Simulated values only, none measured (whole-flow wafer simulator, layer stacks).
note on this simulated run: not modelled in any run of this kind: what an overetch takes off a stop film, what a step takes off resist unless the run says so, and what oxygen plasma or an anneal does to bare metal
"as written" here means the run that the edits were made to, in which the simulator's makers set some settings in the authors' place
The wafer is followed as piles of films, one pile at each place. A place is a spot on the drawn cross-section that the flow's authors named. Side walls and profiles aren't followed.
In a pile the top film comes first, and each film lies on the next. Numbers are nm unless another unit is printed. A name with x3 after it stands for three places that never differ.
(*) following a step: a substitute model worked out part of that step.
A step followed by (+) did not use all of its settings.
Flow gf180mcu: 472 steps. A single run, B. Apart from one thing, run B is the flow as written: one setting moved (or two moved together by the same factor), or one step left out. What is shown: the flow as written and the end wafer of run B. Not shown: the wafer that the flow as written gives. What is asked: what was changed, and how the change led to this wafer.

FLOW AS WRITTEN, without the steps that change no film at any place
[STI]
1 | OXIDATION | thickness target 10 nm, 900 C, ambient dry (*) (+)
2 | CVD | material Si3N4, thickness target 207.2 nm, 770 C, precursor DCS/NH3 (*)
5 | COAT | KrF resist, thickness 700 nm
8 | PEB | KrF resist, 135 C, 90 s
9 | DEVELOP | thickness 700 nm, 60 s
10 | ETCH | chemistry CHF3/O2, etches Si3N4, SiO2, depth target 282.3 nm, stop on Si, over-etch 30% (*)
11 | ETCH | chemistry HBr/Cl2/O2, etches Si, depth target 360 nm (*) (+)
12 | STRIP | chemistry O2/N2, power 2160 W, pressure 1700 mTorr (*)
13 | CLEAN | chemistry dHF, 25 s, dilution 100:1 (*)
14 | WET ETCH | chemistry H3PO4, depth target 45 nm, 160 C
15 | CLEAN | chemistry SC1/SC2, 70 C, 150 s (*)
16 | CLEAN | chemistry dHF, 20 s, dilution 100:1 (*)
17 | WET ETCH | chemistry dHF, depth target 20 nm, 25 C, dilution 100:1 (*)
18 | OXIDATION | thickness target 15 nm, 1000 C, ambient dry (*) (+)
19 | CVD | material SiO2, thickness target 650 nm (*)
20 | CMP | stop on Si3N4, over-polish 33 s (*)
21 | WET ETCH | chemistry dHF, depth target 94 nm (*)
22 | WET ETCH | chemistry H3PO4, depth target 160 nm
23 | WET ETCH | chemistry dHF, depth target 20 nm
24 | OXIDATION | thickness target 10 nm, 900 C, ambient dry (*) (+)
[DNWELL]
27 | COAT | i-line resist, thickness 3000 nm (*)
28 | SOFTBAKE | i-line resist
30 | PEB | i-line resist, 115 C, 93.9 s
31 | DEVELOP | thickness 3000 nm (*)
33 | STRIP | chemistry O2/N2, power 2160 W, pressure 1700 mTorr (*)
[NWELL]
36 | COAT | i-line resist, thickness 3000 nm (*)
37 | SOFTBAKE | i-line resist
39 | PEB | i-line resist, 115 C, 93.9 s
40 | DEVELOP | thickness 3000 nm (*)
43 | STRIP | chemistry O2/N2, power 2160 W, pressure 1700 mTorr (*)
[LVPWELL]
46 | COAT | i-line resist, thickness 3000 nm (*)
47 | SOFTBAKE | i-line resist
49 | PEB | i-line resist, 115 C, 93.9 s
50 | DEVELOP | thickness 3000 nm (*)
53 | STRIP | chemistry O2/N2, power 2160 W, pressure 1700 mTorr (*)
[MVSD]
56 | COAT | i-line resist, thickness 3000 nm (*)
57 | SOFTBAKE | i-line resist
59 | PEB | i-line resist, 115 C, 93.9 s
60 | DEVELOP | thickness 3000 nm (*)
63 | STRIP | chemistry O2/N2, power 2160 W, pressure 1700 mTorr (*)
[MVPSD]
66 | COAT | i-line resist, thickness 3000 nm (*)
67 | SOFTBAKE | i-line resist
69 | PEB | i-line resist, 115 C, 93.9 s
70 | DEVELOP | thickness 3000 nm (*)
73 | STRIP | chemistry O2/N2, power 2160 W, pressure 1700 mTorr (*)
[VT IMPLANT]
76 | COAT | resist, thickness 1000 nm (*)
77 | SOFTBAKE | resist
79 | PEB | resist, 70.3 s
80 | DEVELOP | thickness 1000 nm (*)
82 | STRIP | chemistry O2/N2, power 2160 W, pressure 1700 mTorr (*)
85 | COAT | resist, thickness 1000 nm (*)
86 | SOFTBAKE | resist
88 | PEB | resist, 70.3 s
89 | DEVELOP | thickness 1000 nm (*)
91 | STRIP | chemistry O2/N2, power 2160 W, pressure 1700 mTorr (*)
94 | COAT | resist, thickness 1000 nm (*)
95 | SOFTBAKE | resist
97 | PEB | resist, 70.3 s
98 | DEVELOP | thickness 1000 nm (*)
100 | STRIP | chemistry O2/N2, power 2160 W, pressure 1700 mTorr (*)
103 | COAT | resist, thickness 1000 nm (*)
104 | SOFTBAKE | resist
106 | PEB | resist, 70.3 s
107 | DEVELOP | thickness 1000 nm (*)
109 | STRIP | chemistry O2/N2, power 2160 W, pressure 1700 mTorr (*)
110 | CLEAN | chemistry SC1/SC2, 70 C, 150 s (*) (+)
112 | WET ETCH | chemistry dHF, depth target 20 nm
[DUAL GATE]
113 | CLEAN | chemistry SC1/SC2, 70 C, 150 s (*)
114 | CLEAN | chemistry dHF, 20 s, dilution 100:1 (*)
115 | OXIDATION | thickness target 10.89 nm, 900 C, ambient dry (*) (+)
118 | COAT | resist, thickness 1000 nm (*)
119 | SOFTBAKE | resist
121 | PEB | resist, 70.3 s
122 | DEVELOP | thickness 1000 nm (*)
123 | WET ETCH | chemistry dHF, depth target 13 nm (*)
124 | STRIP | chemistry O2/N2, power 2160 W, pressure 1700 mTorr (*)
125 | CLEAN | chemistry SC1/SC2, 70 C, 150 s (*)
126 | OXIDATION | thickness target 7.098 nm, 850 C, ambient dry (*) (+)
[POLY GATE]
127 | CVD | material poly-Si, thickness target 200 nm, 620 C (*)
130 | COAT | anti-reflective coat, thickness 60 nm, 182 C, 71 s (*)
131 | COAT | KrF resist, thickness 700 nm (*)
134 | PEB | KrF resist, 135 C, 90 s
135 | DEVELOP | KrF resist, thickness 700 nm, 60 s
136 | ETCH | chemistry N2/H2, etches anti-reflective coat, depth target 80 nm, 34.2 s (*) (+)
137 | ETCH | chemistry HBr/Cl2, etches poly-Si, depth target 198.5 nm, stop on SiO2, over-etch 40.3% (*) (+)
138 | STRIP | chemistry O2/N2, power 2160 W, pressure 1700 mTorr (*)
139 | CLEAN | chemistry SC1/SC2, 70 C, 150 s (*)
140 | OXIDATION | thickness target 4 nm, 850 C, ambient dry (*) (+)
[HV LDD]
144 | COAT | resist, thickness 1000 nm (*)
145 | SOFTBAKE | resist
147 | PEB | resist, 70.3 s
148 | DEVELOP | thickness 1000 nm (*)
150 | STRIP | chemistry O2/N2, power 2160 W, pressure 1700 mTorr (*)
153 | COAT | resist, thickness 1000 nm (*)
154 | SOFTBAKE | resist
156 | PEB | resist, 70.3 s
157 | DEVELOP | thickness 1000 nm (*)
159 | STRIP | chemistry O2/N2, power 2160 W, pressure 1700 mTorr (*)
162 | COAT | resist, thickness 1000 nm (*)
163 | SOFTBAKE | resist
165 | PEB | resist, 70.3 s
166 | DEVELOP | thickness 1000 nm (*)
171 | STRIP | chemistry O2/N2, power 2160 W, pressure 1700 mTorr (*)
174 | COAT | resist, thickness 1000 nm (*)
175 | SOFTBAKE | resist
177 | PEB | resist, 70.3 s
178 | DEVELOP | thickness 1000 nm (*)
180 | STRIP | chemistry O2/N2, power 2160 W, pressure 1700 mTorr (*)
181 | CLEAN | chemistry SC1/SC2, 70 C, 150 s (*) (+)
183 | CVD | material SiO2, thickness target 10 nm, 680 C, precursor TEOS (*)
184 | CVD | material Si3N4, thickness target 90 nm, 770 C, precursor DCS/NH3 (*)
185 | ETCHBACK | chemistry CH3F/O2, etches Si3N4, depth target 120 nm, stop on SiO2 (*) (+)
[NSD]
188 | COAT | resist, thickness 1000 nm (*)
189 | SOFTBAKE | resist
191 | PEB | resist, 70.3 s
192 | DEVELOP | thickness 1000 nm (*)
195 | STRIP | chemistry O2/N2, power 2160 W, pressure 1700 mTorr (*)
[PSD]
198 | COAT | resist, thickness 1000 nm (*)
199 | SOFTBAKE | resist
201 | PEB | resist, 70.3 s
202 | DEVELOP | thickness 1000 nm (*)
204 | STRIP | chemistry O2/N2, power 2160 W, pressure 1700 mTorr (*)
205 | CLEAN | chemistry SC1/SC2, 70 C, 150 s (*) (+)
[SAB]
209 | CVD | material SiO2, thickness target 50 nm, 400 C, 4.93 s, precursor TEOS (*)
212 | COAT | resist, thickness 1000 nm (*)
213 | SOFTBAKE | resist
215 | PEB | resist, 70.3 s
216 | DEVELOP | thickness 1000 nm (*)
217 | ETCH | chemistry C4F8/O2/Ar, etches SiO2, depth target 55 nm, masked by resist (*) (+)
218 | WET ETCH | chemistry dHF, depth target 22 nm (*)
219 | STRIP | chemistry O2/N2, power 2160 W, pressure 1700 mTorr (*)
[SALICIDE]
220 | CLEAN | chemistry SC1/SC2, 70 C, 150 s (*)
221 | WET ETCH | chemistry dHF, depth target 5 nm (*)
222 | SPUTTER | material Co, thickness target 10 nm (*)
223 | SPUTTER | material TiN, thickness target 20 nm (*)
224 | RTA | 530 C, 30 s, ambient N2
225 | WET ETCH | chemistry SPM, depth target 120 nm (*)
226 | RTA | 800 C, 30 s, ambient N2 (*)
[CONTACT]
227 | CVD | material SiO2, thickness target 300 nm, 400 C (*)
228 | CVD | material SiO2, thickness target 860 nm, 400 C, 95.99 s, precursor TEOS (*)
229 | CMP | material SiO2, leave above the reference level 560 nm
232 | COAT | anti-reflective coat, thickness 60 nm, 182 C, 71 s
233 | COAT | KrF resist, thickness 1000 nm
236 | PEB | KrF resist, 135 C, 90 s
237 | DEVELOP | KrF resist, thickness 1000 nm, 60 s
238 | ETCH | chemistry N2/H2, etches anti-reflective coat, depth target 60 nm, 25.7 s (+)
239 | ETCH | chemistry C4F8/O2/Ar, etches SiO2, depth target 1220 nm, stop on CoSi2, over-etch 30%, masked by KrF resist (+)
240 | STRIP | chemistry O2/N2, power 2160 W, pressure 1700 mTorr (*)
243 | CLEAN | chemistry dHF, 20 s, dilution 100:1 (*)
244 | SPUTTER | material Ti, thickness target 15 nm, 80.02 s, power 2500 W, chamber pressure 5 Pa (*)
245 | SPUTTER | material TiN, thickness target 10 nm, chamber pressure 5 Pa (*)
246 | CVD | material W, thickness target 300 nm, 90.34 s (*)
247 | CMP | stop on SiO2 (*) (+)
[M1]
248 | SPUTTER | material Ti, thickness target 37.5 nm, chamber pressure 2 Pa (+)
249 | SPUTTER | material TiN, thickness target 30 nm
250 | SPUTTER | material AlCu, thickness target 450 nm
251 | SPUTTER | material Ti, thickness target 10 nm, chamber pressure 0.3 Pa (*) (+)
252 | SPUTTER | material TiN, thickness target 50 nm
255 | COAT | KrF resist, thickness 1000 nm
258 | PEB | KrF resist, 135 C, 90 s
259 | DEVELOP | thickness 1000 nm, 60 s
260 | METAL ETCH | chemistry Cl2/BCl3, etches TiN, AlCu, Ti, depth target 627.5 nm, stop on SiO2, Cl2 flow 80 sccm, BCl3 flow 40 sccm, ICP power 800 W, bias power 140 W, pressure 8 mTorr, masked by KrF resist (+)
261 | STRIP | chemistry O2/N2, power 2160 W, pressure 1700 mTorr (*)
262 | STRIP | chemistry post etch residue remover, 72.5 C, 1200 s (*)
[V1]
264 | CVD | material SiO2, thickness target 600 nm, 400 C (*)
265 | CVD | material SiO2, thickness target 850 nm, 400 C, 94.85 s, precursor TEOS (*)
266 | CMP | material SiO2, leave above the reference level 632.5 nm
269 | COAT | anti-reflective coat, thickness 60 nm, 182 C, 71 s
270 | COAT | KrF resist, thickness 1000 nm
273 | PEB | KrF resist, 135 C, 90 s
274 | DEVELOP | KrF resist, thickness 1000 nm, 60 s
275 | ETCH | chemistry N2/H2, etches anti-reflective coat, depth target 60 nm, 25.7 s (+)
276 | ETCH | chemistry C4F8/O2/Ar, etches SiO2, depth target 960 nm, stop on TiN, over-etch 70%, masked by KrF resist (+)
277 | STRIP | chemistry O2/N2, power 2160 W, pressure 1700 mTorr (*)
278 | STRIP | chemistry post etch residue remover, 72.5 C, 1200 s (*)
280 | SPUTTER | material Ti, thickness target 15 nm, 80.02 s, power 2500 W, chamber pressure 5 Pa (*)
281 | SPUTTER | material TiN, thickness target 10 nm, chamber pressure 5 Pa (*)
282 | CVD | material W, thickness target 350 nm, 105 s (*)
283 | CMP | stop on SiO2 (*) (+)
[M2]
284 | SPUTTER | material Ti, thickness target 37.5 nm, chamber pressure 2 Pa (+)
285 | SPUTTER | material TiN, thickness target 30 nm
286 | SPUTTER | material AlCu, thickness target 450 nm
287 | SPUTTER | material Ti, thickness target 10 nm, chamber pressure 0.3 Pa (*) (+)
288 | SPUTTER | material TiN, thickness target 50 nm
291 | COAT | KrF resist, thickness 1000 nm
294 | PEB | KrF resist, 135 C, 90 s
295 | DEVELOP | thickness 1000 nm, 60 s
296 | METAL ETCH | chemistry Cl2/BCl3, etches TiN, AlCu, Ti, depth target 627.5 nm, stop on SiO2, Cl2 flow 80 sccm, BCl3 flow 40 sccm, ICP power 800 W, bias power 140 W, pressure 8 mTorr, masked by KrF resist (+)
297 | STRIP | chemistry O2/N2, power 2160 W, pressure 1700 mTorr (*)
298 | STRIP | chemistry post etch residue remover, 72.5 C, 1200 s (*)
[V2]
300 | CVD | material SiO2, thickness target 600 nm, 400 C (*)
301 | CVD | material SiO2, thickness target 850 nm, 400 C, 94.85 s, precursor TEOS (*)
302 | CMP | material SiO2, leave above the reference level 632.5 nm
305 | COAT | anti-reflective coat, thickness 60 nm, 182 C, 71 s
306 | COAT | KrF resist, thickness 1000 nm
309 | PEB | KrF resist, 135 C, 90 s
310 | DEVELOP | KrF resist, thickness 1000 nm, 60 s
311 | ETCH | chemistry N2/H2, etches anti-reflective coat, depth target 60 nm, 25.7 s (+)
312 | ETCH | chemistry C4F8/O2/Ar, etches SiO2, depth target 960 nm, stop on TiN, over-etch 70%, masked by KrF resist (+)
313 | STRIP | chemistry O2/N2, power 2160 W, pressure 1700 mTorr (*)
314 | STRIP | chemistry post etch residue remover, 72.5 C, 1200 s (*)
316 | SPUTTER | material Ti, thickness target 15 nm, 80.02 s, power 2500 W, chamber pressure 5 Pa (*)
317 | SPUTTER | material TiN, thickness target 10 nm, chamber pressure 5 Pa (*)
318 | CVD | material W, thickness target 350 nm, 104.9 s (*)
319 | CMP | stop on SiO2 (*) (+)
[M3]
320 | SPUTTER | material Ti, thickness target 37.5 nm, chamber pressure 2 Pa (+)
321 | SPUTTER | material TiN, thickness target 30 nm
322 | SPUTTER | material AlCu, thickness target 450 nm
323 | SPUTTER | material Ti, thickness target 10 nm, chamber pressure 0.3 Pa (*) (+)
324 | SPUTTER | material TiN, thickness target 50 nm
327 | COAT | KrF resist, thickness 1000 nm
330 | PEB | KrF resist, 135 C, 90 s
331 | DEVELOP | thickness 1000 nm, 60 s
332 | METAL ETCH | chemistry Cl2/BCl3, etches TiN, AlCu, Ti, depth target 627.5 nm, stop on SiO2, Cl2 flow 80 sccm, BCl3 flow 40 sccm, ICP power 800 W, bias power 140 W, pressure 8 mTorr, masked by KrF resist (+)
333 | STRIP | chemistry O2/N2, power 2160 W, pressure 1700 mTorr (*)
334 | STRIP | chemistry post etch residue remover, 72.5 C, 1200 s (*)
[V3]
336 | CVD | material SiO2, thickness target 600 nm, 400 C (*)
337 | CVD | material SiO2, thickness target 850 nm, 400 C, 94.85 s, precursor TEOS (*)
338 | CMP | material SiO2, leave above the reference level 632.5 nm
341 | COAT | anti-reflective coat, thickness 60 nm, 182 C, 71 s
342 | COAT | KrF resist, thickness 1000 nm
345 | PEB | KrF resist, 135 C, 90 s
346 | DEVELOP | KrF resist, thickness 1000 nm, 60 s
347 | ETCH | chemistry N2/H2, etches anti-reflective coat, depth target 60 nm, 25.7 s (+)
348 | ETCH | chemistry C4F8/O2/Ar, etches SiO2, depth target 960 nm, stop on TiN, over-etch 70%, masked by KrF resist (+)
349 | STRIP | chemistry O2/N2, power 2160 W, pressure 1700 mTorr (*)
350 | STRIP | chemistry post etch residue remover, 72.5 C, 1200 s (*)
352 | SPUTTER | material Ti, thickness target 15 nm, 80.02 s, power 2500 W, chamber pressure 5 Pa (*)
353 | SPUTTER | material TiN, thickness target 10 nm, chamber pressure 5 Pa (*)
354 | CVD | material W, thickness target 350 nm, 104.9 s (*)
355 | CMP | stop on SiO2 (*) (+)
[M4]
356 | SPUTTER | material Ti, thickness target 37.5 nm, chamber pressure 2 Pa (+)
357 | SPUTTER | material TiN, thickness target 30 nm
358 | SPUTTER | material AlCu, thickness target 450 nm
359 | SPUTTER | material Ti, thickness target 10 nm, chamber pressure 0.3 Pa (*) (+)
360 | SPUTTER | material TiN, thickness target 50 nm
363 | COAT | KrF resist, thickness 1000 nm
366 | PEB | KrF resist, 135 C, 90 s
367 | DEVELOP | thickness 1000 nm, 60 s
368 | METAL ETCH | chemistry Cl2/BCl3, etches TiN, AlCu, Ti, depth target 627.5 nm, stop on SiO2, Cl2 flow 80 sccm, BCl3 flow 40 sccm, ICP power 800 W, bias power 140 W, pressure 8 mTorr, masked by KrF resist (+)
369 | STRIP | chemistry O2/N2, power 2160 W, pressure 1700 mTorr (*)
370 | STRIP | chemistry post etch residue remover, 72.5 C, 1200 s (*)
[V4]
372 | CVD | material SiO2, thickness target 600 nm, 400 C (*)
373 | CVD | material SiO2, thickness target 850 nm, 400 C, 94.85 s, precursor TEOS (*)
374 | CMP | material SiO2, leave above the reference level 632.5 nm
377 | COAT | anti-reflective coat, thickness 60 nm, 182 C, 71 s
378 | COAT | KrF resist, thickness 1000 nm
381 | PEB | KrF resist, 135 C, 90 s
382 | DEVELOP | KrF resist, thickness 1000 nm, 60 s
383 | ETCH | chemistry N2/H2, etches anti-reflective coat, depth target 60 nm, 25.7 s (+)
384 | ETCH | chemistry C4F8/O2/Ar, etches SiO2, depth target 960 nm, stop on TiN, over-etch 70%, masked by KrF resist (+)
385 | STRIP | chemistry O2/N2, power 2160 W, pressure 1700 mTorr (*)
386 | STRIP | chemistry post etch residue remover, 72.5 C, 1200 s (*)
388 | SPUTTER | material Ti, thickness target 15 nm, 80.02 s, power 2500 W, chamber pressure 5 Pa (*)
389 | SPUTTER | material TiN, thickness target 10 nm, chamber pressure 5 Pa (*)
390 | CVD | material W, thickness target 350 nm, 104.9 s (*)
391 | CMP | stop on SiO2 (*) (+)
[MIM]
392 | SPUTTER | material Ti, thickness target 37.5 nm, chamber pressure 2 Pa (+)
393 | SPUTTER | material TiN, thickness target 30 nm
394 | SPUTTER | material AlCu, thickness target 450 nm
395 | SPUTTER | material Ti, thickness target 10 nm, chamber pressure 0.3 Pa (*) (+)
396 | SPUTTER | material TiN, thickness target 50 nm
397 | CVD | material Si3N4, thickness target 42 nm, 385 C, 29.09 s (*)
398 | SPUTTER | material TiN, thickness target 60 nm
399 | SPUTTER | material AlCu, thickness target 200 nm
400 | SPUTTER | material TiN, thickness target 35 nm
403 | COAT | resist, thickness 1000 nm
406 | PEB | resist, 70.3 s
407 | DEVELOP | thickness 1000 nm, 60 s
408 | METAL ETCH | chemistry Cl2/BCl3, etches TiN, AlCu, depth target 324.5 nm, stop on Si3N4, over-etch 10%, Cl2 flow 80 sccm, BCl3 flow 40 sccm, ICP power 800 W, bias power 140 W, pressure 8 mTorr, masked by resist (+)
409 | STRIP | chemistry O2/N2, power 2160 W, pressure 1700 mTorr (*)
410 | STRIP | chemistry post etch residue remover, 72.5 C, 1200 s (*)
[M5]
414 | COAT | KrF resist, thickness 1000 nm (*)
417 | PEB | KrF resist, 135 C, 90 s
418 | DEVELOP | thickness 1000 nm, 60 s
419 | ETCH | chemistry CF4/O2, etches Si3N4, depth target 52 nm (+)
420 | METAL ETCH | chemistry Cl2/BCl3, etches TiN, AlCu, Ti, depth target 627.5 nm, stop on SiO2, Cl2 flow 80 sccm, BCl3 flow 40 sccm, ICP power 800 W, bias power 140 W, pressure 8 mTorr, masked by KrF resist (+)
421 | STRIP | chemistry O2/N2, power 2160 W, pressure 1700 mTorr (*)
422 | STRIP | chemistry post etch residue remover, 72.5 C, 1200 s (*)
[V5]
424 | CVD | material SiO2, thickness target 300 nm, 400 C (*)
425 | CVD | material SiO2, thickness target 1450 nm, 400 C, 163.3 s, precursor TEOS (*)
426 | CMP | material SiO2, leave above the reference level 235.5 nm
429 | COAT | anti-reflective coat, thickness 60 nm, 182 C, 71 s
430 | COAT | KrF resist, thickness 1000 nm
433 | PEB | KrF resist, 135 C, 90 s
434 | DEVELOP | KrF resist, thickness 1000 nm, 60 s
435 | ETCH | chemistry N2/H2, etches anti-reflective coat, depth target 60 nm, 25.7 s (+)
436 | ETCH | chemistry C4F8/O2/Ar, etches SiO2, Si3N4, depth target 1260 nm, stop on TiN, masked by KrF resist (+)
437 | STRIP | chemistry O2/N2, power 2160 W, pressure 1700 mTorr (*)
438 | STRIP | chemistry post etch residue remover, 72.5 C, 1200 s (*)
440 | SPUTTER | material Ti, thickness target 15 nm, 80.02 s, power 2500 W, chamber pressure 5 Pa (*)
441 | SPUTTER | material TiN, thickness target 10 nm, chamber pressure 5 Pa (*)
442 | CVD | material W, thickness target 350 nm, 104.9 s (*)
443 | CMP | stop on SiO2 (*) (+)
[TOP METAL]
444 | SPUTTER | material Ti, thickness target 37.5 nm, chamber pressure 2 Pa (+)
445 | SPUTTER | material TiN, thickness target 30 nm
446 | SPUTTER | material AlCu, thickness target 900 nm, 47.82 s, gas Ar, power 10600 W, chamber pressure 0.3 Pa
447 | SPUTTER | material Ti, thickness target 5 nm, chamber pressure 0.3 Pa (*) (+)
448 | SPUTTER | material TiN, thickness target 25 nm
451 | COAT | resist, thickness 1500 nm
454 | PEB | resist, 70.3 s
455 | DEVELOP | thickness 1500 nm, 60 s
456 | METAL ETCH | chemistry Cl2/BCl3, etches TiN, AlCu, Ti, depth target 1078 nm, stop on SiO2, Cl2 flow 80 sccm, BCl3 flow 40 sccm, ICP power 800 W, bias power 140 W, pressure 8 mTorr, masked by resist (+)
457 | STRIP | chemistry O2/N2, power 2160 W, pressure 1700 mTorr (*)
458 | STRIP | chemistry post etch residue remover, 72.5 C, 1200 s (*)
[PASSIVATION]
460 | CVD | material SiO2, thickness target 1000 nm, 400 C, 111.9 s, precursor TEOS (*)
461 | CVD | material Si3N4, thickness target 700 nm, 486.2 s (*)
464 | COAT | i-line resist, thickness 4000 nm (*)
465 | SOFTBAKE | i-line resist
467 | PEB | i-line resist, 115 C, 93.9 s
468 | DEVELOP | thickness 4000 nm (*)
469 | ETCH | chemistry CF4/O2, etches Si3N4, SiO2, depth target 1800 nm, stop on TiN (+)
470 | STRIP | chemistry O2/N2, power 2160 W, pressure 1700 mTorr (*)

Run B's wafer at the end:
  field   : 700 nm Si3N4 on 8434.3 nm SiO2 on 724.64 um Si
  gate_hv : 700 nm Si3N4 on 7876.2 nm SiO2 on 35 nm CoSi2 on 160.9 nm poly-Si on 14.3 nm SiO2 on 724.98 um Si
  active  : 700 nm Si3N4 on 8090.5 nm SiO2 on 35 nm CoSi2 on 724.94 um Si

Cause: step 229, CMP: leave above the reference level 767 nm was run, though the flow has leave above the reference level 560 nm.

The path from the change to this, step by step:
  229 | CMP | material SiO2, leave above the reference level 560 nm
      gate_hv, gate_nat, ld_gate_n and 11 more: SiO2 loses 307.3 (as written it would have been: SiO2 loses 514.3)
      ldn_sep__w1, ldn_sep__w2, ldn_dft and 8 more: SiO2 loses 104 (as written it would have been: SiO2 loses 311)
      (as well as at 86 more places)
  239 | ETCH | chemistry C4F8/O2/Ar, etches SiO2, depth target 1220 nm, stop on CoSi2, over-etch 30%, masked by KrF resist (+)
      field, field__w1, field__w2 and 105 more: KrF resist loses 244 (as written it would have been: KrF resist loses 223.5)
      polyc_n, polyc_p: SiO2 loses 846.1 (all of it) (as written it would have been: SiO2 loses 639.1 (all of it))
      (as well as at 1 more place)
  240 | STRIP | chemistry O2/N2, power 2160 W, pressure 1700 mTorr (*)
      field, field__w1, field__w2 and 105 more: KrF resist loses 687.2 (all of it), anti-reflective coat loses 60 (all of it) (as written it would have been: KrF resist loses 707.7 (all of it), anti-reflective coat loses 60 (all of it))
  244 | SPUTTER | material Ti, thickness target 15 nm, 80.02 s, power 2500 W, chamber pressure 5 Pa (*)
      contact: Ti gains 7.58 (new film) (as written it would have been: Ti gains 8.55 (new film))
  245 | SPUTTER | material TiN, thickness target 10 nm, chamber pressure 5 Pa (*)
      contact: TiN gains 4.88 (new film) (as written it would have been: TiN gains 5.48 (new film))
  246 | CVD | material W, thickness target 300 nm, 90.34 s (*)
      polyc_n, polyc_p: W gains 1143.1 (new film) (as written it would have been: W gains 936.1 (new film))
      contact: W gains 1376.1 (new film) (as written it would have been: W gains 1167.5 (new film))
